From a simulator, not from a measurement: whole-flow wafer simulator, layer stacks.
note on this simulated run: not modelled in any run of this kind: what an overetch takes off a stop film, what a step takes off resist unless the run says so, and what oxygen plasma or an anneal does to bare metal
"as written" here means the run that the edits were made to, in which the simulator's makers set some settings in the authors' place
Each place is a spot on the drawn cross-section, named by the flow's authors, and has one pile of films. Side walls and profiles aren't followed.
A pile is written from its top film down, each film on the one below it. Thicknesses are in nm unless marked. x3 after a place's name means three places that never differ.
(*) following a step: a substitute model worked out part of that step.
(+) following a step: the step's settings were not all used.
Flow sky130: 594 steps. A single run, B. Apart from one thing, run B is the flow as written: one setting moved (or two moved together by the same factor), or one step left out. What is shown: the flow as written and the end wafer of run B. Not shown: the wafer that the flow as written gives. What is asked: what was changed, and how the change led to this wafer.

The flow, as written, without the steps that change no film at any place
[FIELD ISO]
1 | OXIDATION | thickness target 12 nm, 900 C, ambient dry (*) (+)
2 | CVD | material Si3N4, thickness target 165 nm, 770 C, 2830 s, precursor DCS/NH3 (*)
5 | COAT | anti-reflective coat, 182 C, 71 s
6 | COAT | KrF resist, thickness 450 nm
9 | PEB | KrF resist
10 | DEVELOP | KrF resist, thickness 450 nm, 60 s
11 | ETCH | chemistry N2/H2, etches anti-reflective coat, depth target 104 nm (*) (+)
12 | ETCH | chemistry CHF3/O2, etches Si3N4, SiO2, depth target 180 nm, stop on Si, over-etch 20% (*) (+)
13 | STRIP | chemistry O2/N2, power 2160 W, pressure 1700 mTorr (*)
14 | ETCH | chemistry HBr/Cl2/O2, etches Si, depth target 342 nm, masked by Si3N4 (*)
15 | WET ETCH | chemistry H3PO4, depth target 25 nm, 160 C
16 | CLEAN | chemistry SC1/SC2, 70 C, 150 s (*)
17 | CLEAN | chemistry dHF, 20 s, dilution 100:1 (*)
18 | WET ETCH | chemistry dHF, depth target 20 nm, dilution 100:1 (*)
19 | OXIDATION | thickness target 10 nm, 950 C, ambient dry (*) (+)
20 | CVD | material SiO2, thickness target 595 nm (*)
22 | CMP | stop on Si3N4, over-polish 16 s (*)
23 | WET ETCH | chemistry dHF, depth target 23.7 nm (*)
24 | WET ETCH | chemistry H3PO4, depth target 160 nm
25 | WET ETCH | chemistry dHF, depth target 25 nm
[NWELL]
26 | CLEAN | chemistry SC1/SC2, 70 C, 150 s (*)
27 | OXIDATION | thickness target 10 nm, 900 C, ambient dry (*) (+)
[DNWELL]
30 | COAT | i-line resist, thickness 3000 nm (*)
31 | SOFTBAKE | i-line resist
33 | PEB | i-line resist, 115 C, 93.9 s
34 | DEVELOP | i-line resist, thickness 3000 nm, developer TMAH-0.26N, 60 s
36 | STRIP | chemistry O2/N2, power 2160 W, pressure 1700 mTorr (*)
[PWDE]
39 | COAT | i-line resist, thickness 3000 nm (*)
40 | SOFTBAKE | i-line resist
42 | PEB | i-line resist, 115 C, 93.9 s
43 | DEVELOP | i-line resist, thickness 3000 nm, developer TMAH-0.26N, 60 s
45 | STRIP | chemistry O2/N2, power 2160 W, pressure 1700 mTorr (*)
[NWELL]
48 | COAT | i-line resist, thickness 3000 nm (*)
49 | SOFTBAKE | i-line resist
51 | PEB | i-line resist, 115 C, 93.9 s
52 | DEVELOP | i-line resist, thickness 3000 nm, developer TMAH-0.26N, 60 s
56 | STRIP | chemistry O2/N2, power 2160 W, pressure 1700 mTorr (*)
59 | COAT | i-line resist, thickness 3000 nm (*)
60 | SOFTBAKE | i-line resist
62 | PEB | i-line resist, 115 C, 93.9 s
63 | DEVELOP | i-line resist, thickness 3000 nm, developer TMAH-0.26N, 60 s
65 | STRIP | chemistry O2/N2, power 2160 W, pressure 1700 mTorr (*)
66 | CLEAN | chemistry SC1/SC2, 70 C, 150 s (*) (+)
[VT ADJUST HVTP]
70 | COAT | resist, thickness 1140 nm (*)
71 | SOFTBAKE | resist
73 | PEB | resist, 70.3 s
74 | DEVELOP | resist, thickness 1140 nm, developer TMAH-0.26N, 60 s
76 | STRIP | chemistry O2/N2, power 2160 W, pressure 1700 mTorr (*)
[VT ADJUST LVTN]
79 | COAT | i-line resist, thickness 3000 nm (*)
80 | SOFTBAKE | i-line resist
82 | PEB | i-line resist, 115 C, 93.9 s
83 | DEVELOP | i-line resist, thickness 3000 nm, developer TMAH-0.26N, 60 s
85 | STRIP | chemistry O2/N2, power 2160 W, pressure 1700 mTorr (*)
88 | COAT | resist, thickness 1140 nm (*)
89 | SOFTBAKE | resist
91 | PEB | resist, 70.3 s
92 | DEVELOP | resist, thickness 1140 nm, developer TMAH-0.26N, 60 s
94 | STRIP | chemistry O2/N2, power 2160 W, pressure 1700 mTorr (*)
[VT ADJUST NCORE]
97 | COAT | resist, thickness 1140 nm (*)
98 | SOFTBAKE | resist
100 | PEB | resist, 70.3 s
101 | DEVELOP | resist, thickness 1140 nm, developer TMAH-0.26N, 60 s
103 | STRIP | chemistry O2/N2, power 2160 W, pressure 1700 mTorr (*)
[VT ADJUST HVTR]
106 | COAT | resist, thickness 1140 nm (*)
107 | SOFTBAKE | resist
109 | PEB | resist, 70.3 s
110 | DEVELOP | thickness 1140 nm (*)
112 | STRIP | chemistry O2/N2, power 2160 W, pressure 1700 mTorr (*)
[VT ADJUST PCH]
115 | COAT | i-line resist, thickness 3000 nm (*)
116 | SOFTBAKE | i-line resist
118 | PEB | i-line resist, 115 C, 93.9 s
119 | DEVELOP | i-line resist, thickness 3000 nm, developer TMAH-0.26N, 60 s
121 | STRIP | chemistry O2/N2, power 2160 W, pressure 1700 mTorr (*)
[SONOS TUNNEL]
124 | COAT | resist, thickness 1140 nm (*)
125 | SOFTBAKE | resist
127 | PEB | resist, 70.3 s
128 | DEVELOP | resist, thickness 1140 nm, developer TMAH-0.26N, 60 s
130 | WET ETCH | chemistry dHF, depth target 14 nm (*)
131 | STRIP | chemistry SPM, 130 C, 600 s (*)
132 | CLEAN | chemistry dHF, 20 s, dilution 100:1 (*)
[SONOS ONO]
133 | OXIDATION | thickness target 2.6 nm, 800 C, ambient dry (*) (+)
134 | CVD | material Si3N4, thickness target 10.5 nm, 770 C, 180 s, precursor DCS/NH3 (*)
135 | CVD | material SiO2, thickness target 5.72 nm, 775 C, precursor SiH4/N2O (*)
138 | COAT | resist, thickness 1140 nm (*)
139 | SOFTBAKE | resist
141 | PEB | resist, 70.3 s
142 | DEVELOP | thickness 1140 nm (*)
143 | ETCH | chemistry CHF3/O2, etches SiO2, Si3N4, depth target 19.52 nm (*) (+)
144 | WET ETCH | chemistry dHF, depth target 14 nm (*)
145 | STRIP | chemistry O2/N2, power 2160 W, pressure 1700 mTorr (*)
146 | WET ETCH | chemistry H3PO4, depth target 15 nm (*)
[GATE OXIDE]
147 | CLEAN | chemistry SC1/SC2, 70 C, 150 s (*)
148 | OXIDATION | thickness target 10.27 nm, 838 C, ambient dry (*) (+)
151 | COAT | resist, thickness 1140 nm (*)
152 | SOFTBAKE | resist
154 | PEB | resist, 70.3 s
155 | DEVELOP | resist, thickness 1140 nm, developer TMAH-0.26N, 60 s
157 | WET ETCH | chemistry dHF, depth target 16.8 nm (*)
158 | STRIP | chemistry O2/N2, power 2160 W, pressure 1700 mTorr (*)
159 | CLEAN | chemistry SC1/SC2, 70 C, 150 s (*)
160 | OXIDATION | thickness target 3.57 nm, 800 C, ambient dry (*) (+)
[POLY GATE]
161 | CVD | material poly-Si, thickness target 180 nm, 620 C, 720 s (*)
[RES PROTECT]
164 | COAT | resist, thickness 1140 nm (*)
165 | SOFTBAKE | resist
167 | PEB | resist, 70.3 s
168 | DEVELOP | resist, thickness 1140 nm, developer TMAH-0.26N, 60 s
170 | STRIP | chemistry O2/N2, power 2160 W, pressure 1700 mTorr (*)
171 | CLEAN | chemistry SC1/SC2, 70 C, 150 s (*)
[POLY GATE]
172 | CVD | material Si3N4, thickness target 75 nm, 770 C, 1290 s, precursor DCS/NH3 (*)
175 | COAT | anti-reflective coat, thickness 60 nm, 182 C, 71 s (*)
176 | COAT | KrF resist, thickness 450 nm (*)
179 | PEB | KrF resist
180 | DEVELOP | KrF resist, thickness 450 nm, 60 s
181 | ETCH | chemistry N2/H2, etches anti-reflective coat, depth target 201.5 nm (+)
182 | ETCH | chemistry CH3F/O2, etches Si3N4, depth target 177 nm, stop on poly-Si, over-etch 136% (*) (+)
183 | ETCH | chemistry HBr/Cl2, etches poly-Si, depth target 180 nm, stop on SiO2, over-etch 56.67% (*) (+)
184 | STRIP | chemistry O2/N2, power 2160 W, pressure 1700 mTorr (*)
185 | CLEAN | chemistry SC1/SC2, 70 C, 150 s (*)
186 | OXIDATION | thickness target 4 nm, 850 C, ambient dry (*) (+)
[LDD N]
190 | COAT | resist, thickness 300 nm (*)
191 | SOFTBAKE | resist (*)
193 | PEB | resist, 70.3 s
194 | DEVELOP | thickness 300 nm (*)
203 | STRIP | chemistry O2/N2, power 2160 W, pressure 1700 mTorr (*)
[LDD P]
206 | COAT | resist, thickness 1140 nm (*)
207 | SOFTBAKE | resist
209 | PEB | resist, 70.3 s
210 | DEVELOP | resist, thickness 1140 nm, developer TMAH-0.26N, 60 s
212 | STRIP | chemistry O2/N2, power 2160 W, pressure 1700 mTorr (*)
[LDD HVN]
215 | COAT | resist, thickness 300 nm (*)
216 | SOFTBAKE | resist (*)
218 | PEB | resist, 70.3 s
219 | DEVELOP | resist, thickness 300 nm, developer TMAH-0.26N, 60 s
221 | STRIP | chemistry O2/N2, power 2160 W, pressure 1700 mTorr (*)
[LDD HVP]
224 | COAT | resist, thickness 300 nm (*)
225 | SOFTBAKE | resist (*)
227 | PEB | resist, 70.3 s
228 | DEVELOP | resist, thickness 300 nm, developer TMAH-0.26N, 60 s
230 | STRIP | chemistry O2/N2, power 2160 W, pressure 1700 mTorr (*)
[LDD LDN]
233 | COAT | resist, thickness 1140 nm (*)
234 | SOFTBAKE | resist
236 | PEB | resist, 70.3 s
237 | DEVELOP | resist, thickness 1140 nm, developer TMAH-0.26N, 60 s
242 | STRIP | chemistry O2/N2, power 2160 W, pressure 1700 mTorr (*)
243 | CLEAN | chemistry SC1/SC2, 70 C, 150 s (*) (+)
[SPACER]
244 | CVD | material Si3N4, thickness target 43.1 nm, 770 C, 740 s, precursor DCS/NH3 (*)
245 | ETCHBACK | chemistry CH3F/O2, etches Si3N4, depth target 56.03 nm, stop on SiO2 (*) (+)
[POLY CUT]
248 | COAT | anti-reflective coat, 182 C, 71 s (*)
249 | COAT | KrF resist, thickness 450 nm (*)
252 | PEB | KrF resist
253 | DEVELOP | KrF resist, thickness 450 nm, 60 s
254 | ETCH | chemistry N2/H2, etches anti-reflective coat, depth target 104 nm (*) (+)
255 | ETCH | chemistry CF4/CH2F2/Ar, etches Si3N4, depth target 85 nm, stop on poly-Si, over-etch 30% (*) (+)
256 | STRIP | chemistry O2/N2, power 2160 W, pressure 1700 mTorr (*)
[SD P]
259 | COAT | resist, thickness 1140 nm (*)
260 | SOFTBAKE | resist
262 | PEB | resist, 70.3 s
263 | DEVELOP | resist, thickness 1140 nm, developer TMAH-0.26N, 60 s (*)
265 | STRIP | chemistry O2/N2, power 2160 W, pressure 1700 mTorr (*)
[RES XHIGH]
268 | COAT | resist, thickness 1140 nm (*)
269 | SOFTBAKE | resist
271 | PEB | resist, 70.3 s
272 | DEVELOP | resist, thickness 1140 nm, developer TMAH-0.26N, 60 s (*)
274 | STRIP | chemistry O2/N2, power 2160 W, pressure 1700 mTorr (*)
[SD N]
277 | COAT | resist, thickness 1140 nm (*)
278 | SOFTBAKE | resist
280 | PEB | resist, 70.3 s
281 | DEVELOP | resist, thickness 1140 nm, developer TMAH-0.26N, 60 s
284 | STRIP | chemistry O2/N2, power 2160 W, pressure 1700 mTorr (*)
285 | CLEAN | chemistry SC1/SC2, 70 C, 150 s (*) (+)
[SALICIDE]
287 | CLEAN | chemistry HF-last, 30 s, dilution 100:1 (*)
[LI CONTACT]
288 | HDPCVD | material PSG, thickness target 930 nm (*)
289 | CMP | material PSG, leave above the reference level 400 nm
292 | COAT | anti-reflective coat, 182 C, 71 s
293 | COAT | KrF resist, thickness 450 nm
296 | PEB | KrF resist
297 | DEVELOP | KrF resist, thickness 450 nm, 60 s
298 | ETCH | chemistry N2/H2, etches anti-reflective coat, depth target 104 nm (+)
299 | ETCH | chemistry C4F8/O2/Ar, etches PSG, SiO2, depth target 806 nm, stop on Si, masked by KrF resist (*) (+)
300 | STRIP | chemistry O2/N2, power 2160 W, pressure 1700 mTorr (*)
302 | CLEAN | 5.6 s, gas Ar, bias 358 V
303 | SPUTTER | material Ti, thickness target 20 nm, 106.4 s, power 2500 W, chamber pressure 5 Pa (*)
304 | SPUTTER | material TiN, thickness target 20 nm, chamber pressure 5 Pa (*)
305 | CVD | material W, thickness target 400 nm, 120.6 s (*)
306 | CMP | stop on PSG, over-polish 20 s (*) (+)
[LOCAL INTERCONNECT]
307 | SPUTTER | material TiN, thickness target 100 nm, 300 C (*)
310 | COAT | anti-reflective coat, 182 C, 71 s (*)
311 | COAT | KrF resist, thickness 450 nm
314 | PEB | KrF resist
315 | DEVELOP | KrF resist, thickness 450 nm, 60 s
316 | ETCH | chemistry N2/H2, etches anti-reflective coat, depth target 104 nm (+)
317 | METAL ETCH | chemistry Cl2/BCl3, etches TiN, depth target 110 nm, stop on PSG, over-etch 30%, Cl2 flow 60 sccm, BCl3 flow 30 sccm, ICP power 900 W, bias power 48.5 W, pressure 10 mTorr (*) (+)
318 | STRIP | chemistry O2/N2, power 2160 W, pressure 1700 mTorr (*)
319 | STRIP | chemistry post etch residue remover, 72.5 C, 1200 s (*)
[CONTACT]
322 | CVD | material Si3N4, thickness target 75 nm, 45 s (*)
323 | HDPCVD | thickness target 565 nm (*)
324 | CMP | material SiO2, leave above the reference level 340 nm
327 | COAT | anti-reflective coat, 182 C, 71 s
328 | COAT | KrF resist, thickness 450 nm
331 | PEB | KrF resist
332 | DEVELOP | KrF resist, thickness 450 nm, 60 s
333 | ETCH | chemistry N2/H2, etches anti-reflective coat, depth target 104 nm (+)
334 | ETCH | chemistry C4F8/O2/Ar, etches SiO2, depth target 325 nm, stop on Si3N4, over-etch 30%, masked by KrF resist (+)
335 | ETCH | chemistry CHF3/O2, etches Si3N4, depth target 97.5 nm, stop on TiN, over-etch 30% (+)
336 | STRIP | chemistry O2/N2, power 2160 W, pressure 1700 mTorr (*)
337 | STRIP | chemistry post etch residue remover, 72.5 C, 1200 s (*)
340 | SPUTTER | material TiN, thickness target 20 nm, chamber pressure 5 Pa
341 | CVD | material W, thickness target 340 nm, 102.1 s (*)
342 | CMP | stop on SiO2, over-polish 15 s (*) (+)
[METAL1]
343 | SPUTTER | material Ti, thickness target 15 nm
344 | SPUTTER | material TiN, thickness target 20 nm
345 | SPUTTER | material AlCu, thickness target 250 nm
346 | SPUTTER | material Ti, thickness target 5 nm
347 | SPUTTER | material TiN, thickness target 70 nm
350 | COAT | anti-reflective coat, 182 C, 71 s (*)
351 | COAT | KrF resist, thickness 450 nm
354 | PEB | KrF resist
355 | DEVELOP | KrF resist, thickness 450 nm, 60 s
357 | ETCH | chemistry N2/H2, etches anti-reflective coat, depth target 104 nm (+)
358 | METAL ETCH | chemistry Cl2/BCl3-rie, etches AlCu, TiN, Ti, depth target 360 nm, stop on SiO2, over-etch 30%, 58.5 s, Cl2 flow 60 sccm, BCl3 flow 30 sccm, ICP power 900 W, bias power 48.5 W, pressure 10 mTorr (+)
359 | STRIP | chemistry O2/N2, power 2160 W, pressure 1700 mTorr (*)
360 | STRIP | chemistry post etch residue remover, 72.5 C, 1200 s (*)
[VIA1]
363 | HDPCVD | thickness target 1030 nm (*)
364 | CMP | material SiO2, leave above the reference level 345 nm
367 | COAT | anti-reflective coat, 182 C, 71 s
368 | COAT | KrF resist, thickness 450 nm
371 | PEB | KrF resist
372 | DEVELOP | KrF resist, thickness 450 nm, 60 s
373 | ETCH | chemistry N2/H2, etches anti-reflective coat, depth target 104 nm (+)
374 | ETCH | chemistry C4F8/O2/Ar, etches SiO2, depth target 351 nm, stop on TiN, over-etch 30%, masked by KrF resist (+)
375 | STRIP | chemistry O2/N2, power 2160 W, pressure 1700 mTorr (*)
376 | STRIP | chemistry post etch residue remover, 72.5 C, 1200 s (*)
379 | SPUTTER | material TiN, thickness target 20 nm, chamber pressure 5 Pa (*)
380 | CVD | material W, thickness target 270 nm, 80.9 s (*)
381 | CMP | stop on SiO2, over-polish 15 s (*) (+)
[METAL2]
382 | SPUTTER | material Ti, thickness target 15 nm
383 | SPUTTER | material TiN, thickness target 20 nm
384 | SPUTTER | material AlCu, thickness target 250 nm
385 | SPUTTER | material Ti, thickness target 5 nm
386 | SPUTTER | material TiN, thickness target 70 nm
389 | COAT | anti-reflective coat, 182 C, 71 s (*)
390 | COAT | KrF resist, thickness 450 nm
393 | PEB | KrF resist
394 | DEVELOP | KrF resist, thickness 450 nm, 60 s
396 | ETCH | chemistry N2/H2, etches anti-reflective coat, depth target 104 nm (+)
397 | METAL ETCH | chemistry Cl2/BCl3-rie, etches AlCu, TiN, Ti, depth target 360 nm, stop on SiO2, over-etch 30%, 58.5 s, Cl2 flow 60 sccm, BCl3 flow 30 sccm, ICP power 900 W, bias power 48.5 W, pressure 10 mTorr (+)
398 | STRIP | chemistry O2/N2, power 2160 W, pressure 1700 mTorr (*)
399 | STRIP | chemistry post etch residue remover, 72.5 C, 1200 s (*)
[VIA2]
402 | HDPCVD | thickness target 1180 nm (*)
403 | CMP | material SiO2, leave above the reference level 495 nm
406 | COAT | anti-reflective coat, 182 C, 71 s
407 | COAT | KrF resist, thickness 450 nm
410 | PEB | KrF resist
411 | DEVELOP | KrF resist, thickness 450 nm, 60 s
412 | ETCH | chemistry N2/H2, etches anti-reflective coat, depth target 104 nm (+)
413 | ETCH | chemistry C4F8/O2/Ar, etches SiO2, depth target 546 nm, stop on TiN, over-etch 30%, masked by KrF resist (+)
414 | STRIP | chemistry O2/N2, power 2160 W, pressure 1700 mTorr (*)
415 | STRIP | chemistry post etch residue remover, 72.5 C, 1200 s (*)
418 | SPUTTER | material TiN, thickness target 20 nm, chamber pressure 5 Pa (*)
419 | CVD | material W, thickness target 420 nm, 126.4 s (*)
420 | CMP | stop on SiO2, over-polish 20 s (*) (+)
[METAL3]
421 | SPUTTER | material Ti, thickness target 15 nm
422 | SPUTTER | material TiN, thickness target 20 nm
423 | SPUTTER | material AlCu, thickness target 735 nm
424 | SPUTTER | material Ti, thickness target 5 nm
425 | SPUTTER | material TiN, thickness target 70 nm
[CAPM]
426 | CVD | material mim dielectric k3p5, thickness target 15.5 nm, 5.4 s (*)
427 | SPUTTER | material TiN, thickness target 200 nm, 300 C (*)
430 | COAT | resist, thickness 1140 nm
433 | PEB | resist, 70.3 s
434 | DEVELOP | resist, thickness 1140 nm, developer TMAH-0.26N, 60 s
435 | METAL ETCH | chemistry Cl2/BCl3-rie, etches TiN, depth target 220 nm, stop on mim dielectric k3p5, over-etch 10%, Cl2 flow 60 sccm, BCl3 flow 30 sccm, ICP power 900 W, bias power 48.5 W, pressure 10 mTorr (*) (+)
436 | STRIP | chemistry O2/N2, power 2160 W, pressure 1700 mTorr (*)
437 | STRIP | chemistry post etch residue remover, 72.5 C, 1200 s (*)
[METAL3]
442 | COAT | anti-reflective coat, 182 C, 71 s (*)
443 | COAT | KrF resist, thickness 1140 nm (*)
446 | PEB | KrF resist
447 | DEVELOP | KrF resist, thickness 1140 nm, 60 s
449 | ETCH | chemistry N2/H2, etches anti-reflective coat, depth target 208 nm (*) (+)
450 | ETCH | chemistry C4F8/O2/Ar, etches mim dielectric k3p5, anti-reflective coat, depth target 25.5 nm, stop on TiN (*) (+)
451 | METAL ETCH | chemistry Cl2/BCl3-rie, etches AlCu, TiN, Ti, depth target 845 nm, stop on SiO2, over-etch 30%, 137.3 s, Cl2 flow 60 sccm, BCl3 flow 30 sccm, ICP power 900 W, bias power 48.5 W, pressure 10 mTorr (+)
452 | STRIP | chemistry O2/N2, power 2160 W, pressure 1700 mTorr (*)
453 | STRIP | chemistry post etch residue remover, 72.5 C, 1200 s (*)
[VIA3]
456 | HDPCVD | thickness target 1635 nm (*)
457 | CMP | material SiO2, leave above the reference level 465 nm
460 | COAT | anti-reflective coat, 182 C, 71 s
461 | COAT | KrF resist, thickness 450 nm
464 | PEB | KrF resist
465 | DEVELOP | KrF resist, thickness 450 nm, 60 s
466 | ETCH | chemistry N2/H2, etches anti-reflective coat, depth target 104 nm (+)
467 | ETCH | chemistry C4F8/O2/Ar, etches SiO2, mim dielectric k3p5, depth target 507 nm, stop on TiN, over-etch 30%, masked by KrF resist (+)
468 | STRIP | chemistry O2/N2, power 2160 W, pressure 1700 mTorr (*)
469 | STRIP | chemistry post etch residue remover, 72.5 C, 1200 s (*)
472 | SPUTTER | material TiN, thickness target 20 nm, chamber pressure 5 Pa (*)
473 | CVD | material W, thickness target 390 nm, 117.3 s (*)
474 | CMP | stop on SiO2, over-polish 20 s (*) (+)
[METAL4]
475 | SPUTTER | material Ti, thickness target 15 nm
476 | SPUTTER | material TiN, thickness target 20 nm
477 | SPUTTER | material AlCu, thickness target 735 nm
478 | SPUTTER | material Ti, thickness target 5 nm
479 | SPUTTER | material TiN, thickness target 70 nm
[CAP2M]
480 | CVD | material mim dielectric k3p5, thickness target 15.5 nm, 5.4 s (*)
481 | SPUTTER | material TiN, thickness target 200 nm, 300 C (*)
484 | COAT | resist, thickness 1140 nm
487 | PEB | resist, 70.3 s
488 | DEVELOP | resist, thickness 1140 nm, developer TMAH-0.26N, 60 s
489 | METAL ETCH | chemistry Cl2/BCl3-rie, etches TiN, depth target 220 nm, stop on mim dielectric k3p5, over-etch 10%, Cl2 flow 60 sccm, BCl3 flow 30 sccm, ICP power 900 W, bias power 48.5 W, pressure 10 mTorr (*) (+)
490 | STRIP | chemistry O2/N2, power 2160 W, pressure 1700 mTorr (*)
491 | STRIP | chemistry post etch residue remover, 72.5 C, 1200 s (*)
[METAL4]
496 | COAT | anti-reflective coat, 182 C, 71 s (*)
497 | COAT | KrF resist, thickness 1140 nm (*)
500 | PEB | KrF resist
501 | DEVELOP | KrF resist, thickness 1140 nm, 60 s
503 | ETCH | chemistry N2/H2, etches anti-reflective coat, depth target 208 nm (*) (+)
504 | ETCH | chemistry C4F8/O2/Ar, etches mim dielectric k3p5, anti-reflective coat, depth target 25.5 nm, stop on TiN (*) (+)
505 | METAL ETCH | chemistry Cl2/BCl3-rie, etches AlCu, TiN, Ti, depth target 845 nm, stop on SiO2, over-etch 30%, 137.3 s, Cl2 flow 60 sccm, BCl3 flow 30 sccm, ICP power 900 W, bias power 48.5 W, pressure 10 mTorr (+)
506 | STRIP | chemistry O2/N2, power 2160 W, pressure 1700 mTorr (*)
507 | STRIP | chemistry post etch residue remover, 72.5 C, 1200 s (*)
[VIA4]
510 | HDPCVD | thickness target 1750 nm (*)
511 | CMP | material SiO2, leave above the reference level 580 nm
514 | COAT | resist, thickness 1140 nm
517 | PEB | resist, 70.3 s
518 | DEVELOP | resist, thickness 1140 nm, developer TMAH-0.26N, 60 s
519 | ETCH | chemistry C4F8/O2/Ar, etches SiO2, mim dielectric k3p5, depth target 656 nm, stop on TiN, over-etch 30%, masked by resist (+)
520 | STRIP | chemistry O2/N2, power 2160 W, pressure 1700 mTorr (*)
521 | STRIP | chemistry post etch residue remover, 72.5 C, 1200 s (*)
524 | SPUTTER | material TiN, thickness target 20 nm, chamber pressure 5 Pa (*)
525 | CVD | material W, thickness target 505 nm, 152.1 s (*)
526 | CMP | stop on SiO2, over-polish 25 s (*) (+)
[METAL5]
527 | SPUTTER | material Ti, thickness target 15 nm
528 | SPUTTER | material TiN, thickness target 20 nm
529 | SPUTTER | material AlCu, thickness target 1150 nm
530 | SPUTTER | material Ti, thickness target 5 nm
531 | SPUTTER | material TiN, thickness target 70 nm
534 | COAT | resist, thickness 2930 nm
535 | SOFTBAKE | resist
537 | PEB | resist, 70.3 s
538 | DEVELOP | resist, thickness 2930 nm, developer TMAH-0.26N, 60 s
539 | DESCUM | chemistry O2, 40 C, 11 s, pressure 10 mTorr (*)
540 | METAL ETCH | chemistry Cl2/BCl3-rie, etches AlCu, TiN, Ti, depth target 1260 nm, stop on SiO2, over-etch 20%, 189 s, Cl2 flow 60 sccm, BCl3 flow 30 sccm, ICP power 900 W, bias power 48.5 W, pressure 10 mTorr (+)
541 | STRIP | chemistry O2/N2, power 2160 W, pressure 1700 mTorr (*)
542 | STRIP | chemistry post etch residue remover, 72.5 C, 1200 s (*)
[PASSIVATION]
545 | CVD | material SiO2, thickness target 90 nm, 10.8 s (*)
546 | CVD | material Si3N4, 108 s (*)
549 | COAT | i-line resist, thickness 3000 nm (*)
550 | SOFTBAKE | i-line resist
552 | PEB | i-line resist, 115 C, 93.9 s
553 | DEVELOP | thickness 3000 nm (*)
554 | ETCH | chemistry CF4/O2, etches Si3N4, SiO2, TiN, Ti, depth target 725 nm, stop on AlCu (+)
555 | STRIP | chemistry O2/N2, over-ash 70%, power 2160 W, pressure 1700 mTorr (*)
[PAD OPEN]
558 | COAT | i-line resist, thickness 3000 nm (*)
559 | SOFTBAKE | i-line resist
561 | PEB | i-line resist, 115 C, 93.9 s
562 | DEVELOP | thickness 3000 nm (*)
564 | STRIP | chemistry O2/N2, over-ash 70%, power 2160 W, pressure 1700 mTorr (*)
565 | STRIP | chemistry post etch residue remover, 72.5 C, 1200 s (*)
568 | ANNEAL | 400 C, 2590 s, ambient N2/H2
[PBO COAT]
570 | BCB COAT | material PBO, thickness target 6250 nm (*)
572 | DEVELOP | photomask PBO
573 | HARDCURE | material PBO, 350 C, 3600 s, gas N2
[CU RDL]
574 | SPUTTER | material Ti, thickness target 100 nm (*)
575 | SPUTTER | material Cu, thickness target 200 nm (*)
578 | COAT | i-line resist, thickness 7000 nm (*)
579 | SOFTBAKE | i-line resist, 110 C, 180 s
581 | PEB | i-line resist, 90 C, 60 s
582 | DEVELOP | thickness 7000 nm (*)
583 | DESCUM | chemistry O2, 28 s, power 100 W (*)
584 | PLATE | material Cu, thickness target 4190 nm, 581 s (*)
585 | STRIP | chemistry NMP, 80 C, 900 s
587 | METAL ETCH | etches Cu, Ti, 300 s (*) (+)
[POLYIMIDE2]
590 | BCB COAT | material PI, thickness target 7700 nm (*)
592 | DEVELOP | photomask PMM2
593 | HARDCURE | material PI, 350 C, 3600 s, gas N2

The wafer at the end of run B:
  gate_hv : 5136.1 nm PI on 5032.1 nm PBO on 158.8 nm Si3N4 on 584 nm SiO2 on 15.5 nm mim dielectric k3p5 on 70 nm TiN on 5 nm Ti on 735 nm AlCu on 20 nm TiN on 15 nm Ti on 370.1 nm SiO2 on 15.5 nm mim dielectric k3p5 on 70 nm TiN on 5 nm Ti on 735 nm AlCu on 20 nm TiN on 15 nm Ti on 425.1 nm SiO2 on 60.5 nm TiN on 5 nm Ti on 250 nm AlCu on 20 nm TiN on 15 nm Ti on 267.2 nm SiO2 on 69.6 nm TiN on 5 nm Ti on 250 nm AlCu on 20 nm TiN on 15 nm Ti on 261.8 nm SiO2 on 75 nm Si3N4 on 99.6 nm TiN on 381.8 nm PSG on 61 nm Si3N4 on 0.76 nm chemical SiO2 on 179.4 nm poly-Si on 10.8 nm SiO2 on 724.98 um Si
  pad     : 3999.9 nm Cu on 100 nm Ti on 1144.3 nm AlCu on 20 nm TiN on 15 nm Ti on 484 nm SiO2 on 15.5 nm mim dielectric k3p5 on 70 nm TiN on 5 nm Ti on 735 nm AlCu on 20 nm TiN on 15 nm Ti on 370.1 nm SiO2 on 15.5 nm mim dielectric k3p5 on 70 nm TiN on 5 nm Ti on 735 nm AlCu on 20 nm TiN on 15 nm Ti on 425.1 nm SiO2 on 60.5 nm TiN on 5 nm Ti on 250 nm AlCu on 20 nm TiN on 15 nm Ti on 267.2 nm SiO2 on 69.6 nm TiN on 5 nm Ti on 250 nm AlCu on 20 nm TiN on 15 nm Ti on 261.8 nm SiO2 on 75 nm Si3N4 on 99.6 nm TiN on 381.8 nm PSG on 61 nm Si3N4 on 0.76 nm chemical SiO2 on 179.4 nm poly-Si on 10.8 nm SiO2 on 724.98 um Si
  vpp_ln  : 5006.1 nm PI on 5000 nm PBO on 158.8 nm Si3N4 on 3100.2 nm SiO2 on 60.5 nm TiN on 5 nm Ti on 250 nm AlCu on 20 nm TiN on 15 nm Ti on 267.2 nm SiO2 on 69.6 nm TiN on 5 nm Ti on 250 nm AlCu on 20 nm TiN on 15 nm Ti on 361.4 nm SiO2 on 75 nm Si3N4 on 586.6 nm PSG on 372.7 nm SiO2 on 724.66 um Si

What caused this: step 386, SPUTTER: thickness target 60.9 nm was run, whereas the flow has thickness target 70 nm.

How this came from the change, step by step:
  386 | SPUTTER | material TiN, thickness target 70 nm
      field, active, n_well and 188 more: TiN gains 60.9 (new film) (as written it would have been: TiN gains 70 (new film))
  397 | METAL ETCH | chemistry Cl2/BCl3-rie, etches AlCu, TiN, Ti, depth target 360 nm, stop on SiO2, over-etch 30%, 58.5 s, Cl2 flow 60 sccm, BCl3 flow 30 sccm, ICP power 900 W, bias power 48.5 W, pressure 10 mTorr (+)
      field, active, gate and 82 more: TiN loses 59.6 (all of it), Ti loses 5 (all of it), AlCu loses 250 (all of it), TiN loses 20 (all of it), Ti loses 15 (all of it), SiO2 loses 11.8 (as written it would have been: TiN loses 68.7 (all of it), Ti loses 5 (all of it), AlCu loses 250 (all of it), TiN loses 20 (all of it), Ti loses 15 (all of it), SiO2 loses 10.9)
  413 | ETCH | chemistry C4F8/O2/Ar, etches SiO2, depth target 546 nm, stop on TiN, over-etch 30%, masked by KrF resist (+)
      m1: SiO2 loses 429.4 (all of it) (as written it would have been: SiO2 loses 420.3 (all of it))
      via2_hole: SiO2 loses 428.9 (all of it) (as written it would have been: SiO2 loses 419.8 (all of it))
